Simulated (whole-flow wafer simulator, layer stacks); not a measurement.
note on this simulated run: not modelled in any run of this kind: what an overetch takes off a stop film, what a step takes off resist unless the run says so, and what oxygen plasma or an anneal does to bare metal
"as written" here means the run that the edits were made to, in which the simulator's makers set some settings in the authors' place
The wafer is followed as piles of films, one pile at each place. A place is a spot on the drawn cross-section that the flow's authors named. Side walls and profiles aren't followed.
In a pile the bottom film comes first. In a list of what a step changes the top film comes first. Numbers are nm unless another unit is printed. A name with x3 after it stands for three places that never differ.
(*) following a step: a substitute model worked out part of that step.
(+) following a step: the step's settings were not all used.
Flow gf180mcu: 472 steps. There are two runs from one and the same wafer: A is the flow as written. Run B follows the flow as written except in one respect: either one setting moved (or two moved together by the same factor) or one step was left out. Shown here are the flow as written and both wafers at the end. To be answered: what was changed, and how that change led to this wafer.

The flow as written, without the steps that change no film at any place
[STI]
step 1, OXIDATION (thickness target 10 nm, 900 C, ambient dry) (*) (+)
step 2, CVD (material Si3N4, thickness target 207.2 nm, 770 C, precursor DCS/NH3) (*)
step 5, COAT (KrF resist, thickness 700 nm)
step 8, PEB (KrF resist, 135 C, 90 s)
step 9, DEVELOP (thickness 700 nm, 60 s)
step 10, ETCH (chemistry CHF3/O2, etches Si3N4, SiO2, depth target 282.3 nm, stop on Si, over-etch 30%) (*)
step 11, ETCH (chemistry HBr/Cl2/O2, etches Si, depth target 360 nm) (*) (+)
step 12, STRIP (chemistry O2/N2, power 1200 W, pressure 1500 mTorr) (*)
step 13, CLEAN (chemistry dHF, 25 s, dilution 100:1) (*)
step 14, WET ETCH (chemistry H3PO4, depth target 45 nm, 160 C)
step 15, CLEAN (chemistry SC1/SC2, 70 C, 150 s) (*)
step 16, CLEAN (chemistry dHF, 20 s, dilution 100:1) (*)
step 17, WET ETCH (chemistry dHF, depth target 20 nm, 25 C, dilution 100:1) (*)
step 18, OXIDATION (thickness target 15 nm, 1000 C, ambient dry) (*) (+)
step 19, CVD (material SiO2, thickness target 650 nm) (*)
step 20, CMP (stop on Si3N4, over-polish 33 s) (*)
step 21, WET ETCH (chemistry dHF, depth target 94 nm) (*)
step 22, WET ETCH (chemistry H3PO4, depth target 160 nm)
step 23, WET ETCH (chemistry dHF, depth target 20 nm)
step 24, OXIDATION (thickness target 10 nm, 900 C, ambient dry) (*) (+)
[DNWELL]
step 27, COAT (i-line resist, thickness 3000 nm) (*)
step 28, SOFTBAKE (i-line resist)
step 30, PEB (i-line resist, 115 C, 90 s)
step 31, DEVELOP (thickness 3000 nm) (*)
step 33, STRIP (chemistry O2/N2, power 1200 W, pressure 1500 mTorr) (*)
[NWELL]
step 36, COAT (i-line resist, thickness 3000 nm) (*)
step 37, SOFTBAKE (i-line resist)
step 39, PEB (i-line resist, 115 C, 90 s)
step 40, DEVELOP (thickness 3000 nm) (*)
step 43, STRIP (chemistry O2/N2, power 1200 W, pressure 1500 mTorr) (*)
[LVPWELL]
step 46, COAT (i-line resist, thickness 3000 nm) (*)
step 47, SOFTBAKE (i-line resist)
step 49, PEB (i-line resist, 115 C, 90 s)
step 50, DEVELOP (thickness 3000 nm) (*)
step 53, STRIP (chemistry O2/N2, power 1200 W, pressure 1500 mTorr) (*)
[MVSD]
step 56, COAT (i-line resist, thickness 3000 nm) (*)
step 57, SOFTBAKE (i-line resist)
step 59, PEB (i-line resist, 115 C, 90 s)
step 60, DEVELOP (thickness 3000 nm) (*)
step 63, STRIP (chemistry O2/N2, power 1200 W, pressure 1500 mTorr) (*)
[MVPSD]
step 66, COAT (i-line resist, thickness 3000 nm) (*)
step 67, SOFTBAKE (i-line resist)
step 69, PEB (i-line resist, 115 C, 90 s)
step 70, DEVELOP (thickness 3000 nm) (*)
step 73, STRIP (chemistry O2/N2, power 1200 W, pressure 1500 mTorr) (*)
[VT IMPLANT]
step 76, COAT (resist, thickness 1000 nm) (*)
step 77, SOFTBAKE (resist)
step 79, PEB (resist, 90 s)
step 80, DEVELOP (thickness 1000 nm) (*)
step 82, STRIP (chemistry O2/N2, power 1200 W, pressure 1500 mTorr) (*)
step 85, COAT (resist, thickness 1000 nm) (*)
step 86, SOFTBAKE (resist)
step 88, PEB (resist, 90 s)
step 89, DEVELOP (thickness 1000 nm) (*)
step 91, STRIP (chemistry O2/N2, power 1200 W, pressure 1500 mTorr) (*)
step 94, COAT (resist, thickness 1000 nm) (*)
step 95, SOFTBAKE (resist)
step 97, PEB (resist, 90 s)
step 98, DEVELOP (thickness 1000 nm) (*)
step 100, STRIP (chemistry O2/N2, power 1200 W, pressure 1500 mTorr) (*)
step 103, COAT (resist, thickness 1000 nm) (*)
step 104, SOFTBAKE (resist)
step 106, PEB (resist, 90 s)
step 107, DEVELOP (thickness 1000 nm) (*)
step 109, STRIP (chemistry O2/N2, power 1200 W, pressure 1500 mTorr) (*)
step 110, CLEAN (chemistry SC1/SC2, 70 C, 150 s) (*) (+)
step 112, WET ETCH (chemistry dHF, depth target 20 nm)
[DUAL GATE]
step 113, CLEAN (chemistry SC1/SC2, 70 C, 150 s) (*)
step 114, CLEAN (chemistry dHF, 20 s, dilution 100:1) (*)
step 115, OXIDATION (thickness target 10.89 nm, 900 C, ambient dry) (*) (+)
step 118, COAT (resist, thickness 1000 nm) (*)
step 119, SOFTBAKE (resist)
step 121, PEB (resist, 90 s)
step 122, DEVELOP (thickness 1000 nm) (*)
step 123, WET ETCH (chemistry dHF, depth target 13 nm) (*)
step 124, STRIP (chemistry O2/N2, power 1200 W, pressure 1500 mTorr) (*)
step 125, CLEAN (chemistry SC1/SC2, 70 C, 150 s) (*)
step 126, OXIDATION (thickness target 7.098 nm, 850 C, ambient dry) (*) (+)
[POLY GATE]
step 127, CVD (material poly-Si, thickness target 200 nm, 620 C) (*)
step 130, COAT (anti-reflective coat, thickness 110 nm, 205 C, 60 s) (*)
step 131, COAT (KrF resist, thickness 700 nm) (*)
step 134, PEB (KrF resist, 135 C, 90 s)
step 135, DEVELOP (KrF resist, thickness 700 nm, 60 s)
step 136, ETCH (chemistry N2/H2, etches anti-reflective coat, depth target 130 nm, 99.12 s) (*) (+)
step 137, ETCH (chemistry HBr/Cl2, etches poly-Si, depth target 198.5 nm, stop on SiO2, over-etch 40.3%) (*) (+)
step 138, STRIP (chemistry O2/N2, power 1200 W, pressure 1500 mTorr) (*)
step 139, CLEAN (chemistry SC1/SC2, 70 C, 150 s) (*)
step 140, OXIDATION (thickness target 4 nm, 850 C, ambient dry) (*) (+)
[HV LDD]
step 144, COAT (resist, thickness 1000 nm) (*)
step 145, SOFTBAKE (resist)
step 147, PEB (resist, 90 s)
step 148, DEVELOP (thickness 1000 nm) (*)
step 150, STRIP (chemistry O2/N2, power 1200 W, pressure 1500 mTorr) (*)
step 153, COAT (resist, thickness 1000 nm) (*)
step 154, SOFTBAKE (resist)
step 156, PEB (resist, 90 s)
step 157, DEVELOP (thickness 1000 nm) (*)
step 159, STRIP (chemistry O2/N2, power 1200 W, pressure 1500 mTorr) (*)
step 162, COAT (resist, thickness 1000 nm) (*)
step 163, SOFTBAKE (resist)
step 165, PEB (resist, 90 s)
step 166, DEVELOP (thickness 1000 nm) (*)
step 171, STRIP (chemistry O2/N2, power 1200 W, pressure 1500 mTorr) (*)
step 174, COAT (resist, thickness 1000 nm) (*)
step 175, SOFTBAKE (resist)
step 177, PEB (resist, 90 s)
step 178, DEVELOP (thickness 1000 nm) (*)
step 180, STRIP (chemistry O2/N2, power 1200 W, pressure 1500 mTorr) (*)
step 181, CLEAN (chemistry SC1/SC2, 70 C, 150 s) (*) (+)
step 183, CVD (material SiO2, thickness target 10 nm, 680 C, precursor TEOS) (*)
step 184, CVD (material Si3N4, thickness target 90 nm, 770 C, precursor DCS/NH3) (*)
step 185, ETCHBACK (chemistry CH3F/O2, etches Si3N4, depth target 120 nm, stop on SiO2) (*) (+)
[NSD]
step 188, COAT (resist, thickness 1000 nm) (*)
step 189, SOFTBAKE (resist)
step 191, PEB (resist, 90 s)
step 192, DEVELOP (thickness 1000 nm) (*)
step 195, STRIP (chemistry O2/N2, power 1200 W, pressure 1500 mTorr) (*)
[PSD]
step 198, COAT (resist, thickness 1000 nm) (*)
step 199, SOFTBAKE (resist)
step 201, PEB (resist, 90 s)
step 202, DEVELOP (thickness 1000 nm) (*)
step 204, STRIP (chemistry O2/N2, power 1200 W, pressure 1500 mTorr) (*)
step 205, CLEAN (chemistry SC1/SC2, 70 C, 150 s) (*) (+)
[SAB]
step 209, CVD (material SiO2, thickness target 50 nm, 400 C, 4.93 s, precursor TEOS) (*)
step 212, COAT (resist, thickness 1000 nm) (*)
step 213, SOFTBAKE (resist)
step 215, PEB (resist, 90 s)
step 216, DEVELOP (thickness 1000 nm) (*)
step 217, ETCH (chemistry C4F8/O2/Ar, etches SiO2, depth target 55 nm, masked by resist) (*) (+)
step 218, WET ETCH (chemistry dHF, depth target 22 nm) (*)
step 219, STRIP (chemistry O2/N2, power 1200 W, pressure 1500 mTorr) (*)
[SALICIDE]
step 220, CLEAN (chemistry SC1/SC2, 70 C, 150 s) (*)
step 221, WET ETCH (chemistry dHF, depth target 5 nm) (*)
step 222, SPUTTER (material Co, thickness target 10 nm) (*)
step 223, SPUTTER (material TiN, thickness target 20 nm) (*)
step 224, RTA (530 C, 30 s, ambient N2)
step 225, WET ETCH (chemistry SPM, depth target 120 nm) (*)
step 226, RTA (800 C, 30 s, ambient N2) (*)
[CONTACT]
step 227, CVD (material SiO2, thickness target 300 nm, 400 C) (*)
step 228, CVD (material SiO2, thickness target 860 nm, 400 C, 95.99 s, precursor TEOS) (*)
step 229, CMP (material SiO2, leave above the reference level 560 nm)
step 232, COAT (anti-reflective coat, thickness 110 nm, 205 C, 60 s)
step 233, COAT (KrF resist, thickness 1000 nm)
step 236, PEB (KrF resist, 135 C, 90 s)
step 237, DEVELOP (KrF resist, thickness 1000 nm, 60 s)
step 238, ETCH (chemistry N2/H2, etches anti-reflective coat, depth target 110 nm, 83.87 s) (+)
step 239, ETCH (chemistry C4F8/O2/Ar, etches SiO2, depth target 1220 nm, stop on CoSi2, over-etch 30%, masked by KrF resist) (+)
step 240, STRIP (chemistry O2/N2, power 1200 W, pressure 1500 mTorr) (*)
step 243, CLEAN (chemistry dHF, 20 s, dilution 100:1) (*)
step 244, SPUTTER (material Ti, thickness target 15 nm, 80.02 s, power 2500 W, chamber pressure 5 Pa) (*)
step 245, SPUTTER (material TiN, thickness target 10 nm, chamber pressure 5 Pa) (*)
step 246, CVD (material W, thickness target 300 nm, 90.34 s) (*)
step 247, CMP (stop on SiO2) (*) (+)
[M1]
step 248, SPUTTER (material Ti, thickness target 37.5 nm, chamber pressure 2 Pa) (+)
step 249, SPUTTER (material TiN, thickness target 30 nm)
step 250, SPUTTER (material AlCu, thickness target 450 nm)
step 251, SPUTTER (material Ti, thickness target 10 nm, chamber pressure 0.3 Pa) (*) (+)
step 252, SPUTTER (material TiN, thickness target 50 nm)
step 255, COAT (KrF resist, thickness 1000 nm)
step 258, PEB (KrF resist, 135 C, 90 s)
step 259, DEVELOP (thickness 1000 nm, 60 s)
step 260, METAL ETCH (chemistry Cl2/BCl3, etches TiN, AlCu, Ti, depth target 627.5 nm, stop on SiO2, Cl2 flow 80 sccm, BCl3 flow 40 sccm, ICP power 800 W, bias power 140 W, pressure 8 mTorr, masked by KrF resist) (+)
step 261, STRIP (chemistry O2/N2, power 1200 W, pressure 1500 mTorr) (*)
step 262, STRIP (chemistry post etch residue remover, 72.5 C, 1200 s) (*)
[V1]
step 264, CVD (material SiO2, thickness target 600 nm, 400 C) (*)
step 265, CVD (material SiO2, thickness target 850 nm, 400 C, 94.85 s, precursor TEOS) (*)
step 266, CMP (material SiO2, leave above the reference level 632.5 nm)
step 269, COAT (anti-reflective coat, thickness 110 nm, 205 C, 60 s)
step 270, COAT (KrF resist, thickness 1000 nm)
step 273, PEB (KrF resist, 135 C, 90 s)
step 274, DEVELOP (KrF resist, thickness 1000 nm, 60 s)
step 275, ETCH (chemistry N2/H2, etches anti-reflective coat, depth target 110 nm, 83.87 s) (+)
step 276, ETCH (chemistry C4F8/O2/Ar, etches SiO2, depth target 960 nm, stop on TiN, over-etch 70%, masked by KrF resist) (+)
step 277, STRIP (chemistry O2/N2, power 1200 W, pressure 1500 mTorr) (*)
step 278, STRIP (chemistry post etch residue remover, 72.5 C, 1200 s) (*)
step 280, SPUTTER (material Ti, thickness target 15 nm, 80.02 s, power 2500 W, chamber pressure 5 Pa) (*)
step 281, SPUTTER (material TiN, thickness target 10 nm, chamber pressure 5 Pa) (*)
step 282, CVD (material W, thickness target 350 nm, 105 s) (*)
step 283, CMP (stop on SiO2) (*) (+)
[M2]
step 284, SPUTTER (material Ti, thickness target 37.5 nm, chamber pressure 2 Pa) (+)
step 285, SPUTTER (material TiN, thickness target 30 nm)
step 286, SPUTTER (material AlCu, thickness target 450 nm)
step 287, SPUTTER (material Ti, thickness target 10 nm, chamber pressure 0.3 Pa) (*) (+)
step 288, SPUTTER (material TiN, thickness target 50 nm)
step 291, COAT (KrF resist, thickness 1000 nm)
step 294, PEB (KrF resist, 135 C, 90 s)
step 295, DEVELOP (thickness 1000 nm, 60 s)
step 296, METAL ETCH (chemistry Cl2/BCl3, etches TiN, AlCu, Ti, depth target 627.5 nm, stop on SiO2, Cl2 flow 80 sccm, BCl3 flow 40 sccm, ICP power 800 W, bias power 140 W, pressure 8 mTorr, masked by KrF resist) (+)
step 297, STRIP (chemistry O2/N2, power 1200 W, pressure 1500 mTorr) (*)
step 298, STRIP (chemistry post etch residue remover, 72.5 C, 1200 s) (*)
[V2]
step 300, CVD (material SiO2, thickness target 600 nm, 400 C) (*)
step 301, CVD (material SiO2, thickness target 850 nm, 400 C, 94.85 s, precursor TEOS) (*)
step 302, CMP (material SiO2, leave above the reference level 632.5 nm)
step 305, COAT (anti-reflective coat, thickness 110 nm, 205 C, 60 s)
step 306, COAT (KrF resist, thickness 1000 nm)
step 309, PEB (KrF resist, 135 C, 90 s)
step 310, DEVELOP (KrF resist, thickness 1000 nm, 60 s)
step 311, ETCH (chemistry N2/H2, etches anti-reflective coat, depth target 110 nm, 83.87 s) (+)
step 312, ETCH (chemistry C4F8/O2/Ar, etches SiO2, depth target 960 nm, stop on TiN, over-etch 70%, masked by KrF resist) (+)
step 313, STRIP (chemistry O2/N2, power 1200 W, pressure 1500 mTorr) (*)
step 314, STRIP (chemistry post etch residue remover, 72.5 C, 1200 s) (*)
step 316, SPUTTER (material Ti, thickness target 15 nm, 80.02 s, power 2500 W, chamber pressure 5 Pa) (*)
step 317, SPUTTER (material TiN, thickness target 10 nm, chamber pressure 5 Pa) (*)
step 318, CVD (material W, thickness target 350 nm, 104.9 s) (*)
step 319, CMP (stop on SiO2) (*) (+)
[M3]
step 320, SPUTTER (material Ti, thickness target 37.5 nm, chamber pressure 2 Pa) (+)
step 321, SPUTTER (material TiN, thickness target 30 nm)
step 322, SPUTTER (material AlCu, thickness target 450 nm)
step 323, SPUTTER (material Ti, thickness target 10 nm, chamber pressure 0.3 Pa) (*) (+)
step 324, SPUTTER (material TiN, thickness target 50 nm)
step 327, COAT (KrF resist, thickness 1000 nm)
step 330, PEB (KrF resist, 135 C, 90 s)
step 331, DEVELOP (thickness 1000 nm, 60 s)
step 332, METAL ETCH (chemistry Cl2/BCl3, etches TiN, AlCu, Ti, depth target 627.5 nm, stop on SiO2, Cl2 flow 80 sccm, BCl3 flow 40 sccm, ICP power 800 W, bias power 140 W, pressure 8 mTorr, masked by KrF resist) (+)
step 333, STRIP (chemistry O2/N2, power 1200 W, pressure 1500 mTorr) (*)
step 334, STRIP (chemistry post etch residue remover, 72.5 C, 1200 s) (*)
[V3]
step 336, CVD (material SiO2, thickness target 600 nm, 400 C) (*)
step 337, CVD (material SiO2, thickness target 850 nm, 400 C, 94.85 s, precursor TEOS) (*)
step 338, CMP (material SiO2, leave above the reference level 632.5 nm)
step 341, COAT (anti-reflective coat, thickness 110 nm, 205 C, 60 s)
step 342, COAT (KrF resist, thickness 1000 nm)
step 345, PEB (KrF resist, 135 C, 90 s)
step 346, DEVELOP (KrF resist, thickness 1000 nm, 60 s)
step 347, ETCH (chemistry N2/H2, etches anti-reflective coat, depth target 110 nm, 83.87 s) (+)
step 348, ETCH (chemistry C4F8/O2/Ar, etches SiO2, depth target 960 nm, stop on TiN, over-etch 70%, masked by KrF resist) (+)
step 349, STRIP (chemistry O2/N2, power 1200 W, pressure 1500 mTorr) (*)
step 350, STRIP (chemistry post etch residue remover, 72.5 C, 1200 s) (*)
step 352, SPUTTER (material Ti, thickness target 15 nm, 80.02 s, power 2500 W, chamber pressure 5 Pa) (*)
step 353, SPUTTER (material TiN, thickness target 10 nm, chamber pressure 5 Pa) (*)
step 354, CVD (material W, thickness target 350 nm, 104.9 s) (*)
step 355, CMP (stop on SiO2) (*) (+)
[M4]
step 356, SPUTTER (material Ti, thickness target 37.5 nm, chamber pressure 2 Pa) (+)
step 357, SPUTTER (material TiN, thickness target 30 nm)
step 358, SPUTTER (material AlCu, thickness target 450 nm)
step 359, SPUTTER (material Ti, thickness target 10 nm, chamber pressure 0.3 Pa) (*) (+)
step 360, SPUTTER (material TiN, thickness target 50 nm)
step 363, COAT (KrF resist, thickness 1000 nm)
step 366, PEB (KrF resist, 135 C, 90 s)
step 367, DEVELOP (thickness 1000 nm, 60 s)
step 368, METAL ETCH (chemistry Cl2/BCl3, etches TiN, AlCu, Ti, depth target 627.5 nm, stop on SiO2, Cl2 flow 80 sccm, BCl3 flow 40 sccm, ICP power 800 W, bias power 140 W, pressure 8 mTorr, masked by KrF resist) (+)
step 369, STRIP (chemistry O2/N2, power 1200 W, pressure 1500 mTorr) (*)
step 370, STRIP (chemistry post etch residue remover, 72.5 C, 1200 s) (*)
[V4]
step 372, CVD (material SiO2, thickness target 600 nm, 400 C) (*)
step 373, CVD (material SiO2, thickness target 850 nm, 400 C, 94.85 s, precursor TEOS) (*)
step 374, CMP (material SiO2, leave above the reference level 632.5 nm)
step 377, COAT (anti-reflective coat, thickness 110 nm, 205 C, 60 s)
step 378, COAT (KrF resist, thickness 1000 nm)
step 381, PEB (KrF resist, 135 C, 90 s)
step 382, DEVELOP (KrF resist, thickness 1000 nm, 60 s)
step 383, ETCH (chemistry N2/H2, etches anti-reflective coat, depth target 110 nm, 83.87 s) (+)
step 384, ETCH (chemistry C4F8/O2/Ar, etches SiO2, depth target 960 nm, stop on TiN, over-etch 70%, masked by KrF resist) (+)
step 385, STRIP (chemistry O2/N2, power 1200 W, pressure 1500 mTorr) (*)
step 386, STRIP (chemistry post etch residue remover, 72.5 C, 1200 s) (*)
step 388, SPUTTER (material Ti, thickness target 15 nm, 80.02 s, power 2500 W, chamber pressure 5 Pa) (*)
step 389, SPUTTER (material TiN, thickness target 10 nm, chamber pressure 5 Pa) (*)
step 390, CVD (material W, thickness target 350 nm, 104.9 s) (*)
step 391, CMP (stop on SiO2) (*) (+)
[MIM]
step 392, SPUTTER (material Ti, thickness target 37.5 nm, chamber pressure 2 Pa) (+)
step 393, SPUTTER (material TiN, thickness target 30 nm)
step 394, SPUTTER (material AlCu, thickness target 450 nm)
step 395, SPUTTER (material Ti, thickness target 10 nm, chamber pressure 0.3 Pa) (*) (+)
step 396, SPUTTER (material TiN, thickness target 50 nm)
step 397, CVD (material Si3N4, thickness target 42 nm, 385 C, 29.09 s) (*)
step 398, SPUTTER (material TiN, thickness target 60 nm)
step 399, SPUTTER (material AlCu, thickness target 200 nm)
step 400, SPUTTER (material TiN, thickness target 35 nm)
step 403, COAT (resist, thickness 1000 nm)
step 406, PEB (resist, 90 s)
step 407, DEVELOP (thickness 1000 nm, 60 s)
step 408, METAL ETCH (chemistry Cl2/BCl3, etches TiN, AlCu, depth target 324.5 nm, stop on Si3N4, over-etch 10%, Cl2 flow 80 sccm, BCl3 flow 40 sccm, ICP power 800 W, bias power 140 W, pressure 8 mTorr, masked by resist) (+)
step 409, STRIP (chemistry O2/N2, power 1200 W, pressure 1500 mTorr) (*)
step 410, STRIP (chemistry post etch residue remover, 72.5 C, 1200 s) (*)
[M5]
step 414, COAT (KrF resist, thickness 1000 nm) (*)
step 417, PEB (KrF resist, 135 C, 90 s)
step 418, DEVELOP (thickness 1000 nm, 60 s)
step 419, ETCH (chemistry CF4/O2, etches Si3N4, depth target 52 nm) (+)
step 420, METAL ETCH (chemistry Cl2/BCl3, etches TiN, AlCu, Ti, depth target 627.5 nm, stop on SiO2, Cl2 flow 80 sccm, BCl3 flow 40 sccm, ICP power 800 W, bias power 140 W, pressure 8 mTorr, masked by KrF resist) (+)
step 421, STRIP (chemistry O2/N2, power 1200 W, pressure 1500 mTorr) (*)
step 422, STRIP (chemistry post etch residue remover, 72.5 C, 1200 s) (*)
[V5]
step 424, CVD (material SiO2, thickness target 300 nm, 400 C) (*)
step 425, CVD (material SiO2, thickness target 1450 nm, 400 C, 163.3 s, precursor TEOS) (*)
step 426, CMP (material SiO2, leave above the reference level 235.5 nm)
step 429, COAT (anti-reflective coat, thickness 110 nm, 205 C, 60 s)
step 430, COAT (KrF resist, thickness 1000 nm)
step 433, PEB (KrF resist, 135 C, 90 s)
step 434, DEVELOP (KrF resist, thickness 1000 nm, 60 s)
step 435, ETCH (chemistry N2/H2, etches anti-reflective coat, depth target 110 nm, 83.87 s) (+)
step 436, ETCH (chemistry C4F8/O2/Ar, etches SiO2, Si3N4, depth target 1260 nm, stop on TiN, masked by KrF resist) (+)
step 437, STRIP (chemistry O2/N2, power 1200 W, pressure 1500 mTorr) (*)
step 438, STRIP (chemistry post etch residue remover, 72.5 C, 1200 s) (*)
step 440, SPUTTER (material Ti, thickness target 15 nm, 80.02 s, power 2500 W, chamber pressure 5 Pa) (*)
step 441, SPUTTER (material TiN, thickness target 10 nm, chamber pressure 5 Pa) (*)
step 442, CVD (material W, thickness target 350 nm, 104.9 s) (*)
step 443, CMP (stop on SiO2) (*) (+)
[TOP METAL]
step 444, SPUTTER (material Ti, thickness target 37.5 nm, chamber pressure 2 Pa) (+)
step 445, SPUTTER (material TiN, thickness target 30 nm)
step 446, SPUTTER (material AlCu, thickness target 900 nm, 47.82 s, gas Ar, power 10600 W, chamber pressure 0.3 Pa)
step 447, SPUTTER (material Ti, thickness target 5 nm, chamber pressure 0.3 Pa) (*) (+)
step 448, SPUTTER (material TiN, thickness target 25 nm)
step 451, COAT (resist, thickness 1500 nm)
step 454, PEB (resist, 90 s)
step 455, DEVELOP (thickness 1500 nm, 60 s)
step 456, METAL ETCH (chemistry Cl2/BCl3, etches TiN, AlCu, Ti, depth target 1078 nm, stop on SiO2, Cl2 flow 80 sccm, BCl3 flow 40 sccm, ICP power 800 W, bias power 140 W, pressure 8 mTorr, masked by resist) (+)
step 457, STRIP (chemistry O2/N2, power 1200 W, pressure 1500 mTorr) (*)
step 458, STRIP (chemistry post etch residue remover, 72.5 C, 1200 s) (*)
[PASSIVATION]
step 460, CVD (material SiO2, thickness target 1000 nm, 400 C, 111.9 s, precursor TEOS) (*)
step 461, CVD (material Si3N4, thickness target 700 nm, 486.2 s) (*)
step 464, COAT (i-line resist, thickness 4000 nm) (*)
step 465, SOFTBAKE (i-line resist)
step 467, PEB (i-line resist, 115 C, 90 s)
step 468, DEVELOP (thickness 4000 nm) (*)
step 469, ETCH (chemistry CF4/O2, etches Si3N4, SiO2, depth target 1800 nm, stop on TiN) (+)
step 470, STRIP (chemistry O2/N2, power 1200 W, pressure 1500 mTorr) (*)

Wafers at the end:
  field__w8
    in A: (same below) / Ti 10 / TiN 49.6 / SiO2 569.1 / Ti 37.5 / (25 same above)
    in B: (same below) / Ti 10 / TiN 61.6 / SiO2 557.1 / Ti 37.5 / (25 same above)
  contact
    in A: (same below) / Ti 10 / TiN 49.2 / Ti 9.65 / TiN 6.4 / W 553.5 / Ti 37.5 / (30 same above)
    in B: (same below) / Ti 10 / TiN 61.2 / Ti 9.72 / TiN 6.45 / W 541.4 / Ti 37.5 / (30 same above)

Cause: step 288, SPUTTER: thickness target 62 nm was run, whereas the flow has thickness target 50 nm.

Step by step, how the change led to this:
  step 288, SPUTTER (material TiN, thickness target 50 nm)
      field, field__w1, field__w2 and 108 more: A +50 TiN (new film) | B +62 TiN (new film)
  step 296, METAL ETCH (chemistry Cl2/BCl3, etches TiN, AlCu, Ti, depth target 627.5 nm, stop on SiO2, Cl2 flow 80 sccm, BCl3 flow 40 sccm, ICP power 800 W, bias power 140 W, pressure 8 mTorr, masked by KrF resist) (+)
      field, field__w1, field__w2 and 103 more: A -50 TiN (all of it), -10 Ti (all of it), -450 AlCu (all of it), -30 TiN (all of it), -37.5 Ti (all of it) | B -62 TiN (all of it), -10 Ti (all of it), -450 AlCu (all of it), -30 TiN (all of it), -37.5 Ti (all of it)
  step 312, ETCH (chemistry C4F8/O2/Ar, etches SiO2, depth target 960 nm, stop on TiN, over-etch 70%, masked by KrF resist) (+)
      contact: A -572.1 SiO2 (all of it) | B -560.1 SiO2 (all of it)
